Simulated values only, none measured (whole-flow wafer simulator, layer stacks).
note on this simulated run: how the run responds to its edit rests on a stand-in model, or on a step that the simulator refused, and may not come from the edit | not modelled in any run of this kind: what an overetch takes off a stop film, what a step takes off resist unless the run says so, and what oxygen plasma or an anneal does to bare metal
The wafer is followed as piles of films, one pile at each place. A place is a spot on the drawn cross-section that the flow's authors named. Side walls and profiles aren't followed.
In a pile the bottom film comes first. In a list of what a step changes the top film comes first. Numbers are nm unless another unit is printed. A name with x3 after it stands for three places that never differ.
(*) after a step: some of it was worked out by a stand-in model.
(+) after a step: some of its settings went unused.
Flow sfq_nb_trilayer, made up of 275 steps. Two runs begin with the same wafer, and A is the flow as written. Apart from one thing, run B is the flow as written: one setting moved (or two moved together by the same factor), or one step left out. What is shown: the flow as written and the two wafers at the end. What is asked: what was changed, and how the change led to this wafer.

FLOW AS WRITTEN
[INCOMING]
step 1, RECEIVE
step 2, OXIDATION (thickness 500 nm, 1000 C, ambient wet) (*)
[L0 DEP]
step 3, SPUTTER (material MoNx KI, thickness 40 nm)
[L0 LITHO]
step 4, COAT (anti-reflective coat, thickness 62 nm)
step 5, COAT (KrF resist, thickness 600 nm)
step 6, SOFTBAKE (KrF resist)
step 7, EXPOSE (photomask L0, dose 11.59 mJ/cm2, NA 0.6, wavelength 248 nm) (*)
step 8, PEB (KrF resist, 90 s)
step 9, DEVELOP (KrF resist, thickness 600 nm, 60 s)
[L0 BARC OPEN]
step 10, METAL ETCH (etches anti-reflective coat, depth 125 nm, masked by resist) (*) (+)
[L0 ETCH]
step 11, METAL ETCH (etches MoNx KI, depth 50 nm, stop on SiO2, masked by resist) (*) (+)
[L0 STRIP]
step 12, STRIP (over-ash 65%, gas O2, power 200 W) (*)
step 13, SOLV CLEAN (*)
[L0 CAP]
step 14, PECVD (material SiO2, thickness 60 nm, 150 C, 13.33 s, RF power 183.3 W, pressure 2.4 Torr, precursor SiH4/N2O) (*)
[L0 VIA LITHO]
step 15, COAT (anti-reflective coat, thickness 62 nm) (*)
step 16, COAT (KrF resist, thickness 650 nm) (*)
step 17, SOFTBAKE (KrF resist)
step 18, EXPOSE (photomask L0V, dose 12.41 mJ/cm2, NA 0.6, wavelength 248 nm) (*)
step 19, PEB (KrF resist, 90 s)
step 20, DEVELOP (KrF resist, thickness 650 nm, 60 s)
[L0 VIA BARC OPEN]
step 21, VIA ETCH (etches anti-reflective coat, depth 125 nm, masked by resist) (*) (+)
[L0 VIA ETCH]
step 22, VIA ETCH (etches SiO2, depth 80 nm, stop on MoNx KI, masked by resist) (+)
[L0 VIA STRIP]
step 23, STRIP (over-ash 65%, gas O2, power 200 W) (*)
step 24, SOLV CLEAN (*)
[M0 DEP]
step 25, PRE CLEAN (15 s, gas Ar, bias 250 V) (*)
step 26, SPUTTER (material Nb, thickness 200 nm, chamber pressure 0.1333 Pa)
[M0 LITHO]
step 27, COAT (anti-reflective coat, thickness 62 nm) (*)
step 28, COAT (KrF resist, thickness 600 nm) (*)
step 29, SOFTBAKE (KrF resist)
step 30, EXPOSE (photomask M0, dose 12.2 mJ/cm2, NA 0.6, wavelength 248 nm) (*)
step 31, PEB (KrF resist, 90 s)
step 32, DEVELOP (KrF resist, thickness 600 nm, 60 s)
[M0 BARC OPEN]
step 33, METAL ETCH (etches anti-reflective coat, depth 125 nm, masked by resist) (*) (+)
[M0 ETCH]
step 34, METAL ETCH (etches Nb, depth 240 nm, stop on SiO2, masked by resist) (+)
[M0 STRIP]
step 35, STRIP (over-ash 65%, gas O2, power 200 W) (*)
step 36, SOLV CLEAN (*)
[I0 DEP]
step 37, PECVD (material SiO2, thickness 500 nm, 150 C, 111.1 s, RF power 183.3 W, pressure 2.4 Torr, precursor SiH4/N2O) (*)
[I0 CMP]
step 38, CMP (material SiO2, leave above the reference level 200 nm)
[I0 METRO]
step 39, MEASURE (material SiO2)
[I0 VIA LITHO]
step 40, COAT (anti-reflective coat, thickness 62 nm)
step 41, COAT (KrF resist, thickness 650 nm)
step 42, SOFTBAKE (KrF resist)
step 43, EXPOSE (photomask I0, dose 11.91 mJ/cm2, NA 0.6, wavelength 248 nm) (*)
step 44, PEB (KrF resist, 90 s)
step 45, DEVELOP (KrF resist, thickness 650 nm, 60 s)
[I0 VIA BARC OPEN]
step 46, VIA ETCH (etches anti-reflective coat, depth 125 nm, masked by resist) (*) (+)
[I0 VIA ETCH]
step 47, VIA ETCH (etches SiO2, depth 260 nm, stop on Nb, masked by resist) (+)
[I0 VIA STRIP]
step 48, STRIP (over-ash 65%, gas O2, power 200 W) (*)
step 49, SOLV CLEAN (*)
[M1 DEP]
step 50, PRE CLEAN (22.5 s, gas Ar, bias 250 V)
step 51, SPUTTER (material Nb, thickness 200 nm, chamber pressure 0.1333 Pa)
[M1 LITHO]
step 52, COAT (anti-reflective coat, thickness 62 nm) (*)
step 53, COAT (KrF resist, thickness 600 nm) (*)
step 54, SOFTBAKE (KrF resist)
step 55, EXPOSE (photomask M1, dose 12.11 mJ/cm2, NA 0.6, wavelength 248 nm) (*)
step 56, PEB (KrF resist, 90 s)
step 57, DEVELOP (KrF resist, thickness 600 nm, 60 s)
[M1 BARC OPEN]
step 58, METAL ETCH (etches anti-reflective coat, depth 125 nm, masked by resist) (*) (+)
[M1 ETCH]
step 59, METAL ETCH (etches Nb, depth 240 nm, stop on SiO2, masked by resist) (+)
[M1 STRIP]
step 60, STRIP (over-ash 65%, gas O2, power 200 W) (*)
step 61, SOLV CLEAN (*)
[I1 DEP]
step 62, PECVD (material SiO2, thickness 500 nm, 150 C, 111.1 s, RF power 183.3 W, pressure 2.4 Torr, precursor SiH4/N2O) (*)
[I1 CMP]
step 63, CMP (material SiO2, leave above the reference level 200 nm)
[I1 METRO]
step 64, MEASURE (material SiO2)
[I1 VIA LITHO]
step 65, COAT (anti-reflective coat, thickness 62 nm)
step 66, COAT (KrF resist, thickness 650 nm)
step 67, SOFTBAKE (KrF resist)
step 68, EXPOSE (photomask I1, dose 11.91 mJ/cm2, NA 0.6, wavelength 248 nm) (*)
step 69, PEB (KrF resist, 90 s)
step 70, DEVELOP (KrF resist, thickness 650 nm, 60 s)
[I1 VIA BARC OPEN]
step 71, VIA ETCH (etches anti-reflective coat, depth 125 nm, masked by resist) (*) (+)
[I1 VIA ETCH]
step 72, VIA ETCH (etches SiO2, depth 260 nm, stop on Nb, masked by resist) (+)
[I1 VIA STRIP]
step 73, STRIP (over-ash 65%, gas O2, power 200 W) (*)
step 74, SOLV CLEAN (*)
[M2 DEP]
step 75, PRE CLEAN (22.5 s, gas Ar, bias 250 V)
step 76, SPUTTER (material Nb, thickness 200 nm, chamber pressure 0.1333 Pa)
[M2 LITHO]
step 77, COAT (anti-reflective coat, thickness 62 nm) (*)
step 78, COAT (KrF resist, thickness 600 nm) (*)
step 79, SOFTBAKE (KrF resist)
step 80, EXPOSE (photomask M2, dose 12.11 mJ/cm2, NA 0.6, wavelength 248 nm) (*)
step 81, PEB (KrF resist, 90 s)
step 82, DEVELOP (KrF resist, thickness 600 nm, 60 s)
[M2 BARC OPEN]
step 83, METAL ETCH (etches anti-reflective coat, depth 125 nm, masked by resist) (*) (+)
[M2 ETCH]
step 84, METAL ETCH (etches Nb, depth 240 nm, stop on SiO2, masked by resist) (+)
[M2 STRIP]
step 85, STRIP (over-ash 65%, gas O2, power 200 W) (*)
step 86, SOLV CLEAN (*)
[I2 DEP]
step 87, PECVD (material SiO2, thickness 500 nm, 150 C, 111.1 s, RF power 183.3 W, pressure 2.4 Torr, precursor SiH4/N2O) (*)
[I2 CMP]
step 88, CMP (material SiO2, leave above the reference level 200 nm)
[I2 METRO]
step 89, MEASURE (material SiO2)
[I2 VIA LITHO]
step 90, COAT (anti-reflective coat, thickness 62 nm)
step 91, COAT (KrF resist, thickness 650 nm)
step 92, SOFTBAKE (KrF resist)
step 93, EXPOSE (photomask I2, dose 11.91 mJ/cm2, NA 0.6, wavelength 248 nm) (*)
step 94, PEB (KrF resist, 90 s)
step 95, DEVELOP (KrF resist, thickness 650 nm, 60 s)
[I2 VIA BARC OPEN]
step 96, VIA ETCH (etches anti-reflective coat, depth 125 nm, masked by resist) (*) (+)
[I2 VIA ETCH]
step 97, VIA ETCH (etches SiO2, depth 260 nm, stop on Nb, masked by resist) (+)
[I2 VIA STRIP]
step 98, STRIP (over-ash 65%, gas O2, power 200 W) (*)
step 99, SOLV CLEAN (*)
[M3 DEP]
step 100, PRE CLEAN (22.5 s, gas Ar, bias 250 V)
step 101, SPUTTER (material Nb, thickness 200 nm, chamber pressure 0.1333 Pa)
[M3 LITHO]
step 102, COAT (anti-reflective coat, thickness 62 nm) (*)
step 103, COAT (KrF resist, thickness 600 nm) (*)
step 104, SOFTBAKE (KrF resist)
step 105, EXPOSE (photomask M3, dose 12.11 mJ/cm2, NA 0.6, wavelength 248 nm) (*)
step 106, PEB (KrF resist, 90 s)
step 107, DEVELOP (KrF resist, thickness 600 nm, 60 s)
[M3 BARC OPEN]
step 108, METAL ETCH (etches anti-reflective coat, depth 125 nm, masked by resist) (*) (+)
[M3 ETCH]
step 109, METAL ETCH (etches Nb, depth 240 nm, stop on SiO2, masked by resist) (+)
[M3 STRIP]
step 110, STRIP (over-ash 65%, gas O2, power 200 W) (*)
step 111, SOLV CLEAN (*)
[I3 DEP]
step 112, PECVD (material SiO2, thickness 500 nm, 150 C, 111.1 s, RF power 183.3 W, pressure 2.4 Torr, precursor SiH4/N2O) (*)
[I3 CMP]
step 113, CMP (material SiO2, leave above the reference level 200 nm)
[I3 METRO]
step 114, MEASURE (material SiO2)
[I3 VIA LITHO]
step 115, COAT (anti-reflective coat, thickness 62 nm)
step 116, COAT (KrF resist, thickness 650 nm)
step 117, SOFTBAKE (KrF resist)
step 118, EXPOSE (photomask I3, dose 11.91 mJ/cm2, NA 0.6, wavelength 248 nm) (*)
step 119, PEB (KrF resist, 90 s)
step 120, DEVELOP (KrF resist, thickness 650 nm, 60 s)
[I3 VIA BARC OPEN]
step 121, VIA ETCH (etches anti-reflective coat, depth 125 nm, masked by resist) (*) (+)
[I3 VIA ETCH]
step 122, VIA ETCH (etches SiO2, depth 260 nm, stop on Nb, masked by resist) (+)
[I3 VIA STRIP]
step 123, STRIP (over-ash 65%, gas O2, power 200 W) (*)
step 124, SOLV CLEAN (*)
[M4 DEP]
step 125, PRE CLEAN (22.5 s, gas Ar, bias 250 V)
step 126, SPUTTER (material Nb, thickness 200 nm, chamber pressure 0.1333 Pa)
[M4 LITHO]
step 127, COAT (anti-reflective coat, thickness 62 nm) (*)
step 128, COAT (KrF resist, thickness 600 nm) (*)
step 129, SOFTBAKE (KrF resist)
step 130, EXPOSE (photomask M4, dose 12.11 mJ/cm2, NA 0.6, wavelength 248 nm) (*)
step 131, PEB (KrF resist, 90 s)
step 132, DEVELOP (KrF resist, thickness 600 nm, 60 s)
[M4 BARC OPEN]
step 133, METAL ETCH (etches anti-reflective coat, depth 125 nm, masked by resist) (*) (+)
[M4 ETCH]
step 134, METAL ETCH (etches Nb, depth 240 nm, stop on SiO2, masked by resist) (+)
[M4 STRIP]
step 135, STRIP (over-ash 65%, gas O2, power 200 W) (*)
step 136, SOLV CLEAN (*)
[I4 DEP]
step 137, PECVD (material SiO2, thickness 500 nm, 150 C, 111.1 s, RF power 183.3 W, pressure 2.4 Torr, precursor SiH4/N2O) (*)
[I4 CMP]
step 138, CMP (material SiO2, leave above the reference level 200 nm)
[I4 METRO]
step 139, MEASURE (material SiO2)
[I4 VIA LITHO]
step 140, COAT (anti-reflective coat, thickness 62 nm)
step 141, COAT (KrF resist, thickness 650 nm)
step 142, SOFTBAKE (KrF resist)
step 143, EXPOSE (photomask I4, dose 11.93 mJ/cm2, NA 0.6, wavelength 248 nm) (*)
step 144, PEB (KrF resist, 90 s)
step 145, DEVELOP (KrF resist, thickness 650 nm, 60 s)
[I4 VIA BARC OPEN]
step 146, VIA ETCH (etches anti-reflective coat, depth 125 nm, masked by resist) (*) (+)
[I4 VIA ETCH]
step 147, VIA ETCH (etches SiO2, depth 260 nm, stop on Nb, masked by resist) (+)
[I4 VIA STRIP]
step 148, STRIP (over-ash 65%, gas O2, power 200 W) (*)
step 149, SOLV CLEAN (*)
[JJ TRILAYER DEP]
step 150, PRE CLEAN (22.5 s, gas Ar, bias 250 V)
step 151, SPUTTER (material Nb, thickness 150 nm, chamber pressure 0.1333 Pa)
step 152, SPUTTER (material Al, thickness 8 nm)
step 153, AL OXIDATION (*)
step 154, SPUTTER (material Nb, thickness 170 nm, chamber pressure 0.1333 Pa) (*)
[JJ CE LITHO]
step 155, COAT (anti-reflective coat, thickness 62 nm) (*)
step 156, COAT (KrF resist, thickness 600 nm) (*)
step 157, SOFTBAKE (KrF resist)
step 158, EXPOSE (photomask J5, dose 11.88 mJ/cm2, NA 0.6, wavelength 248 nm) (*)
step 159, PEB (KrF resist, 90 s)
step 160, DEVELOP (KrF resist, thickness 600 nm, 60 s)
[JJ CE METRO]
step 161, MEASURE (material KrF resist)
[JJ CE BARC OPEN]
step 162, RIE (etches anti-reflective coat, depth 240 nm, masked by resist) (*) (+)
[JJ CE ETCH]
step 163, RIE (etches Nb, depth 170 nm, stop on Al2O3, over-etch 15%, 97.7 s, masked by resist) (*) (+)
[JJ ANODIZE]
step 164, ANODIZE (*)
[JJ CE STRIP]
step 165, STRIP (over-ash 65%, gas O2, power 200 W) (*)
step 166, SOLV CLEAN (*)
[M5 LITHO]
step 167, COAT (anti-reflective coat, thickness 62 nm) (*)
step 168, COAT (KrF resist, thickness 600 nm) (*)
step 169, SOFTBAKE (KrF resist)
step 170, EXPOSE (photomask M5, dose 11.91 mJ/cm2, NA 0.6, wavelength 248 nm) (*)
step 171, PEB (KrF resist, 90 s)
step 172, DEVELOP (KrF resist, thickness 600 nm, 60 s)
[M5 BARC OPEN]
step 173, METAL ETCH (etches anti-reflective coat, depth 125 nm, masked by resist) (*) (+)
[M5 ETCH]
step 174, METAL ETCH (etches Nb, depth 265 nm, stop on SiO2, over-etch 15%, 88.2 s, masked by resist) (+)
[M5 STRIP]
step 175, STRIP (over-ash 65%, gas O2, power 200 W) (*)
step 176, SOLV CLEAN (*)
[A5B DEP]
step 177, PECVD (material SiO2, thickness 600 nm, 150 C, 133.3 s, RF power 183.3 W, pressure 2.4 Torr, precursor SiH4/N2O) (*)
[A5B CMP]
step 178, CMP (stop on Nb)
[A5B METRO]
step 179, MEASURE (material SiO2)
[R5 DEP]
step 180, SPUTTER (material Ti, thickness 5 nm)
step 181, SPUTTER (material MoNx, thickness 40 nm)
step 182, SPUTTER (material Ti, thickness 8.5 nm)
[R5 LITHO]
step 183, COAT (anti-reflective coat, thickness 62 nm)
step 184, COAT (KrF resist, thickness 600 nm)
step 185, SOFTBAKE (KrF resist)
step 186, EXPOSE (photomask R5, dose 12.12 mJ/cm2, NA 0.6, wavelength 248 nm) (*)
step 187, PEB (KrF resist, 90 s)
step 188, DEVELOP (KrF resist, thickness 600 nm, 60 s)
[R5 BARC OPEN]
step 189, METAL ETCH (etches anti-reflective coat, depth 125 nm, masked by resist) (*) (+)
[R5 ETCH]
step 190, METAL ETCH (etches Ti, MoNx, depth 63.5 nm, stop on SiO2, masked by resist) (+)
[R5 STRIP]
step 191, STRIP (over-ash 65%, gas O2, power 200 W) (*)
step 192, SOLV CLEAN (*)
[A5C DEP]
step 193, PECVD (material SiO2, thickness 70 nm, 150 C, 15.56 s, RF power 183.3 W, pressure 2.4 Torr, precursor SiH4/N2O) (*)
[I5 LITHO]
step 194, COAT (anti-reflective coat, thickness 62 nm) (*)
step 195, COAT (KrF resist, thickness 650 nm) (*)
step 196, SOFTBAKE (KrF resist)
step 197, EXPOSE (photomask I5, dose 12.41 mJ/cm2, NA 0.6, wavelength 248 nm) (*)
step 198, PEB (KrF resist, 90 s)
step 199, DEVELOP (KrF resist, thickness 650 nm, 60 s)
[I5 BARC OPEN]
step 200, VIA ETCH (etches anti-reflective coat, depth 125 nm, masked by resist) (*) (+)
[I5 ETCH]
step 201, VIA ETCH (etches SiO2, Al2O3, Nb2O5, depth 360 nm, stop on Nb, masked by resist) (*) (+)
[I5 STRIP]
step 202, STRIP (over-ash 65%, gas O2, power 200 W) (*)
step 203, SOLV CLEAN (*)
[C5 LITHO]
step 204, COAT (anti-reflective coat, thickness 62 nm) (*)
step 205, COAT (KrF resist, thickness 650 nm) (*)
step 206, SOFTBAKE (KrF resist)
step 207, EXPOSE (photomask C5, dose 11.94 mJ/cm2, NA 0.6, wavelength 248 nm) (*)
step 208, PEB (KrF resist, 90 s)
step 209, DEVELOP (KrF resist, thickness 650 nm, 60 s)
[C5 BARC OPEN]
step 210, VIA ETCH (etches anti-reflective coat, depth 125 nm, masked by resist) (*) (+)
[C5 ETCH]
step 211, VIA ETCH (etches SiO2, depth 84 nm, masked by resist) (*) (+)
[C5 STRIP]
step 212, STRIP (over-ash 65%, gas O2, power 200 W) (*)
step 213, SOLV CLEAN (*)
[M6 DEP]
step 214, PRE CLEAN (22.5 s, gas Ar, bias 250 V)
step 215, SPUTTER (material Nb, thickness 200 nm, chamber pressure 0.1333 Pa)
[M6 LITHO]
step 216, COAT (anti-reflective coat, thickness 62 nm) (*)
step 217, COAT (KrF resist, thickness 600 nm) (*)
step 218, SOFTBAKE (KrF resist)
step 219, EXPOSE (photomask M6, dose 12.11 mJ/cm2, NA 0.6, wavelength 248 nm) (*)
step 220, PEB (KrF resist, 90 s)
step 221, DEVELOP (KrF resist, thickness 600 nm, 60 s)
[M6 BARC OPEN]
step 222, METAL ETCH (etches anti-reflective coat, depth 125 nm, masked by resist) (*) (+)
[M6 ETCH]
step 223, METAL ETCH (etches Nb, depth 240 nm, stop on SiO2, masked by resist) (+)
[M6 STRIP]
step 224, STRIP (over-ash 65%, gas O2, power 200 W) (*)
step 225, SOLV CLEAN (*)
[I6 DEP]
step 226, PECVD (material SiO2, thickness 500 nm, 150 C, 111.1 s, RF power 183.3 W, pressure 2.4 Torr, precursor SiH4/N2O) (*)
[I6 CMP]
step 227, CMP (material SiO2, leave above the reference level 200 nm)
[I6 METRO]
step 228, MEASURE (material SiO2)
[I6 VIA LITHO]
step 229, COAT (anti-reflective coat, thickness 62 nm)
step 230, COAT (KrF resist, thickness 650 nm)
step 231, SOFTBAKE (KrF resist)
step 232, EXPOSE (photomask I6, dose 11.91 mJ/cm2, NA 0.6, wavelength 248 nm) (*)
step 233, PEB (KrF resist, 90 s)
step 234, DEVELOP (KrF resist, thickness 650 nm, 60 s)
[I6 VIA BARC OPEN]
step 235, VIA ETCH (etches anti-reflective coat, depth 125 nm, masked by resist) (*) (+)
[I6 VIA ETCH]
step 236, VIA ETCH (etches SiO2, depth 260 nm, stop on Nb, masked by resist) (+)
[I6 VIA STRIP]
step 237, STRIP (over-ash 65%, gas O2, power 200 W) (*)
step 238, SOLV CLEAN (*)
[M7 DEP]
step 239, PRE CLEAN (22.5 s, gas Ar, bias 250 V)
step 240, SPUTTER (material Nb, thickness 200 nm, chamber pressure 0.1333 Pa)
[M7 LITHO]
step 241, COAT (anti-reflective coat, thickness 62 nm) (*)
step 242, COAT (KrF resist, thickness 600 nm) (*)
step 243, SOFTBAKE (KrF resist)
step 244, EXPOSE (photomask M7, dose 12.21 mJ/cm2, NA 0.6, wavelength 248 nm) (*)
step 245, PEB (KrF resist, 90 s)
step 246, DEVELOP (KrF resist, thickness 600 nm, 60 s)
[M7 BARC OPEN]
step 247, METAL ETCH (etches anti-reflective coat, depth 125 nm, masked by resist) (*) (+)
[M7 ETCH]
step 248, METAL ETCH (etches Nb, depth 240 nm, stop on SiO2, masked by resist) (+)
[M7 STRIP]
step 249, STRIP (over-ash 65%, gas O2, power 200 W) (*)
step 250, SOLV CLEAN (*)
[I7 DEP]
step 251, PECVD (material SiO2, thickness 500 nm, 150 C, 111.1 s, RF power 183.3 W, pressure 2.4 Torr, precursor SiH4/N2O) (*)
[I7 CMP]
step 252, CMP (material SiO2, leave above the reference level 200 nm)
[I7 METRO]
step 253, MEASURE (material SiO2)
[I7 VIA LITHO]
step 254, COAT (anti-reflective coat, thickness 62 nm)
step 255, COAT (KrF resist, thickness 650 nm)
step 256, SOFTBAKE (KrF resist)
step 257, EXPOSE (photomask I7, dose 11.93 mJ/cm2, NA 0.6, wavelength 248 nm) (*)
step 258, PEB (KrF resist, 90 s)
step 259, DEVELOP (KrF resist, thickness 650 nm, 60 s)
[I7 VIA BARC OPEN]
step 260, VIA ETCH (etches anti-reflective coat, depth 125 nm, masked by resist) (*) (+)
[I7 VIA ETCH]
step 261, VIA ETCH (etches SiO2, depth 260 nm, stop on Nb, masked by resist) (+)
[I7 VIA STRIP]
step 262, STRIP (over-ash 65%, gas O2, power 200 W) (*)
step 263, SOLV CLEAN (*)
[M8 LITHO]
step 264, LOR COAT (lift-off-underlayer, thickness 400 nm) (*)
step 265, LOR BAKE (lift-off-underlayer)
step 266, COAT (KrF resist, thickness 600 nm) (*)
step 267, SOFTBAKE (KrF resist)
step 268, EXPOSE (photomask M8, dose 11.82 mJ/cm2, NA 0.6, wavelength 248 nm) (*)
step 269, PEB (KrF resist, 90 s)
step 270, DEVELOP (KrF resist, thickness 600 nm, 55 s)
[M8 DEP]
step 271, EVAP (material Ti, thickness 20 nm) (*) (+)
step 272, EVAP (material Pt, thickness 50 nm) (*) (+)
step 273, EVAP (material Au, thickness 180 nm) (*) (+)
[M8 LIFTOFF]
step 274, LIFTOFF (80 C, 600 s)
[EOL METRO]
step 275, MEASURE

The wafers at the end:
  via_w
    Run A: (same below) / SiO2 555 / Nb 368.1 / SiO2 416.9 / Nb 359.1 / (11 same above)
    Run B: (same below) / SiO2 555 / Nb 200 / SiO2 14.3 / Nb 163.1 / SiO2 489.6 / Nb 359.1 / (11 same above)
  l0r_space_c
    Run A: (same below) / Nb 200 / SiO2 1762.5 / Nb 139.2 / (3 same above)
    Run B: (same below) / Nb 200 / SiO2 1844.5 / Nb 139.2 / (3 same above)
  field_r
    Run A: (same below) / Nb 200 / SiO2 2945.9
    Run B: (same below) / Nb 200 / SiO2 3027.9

The reason: step 38, CMP: leave above the reference level 282 nm was run, whereas the flow has leave above the reference level 200 nm.

Step by step, how the change led to this:
  step 38, CMP (material SiO2, leave above the reference level 200 nm)
      v_sur, via_wl, via_w and 94 more: A SiO2 loses 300 | B SiO2 loses 218
      field_l, l0_sur, l0r_line_l, l0r_line_c, l0r_line_r: A SiO2 loses 340 | B SiO2 loses 258
      (and at 4 other places as well)
  step 47, VIA ETCH (etches SiO2, depth 260 nm, stop on Nb, masked by resist) (+)
      via_w: A SiO2 loses 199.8 (all of it) | B SiO2 loses 260
  step 50, PRE CLEAN (22.5 s, gas Ar, bias 250 V)
      via_w: A Nb loses 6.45 | B SiO2 loses 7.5
  step 51, SPUTTER (material Nb, thickness 200 nm, chamber pressure 0.1333 Pa)
      via_w: A Nb gains 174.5 | B Nb gains 163.1 (new film)
  step 52, COAT (anti-reflective coat, thickness 62 nm) (*)
      via_w: A anti-reflective coat gains 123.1 (new film) | B anti-reflective coat gains 136.1 (new film)
      via_wr: A anti-reflective coat gains 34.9 (new film) | B anti-reflective coat gains 33.2 (new film)
  step 53, COAT (KrF resist, thickness 600 nm) (*)
      via_w: A KrF resist gains 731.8 (new film) | B KrF resist gains 781.6 (new film)
  step 60, STRIP (over-ash 65%, gas O2, power 200 W) (*)
      via_w: A KrF resist loses 513.8 (all of it), anti-reflective coat loses 123.1 (all of it) | B KrF resist loses 563.6 (all of it), anti-reflective coat loses 136.1 (all of it)
      via_wr: A KrF resist loses 384.4 (all of it), anti-reflective coat loses 34.9 (all of it) | B KrF resist loses 378.6 (all of it), anti-reflective coat loses 33.2 (all of it)
  step 62, PECVD (material SiO2, thickness 500 nm, 150 C, 111.1 s, RF power 183.3 W, pressure 2.4 Torr, precursor SiH4/N2O) (*)
      via_w: A SiO2 gains 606 (new film) | B SiO2 gains 678.7 (new film)
Taking metal films that touch as one body, via_w has 6 bodies (between them, from the top down: SiO2 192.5; SiO2 427.3 / Al2O3 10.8 / Nb2O5 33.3; SiO2 425.9; SiO2 489.6; SiO2 14.3); the flow as written gives 5 bodies (between them, from the top down: SiO2 192.5; SiO2 427.3 / Al2O3 10.8 / Nb2O5 33.3; SiO2 425.9; SiO2 416.9).
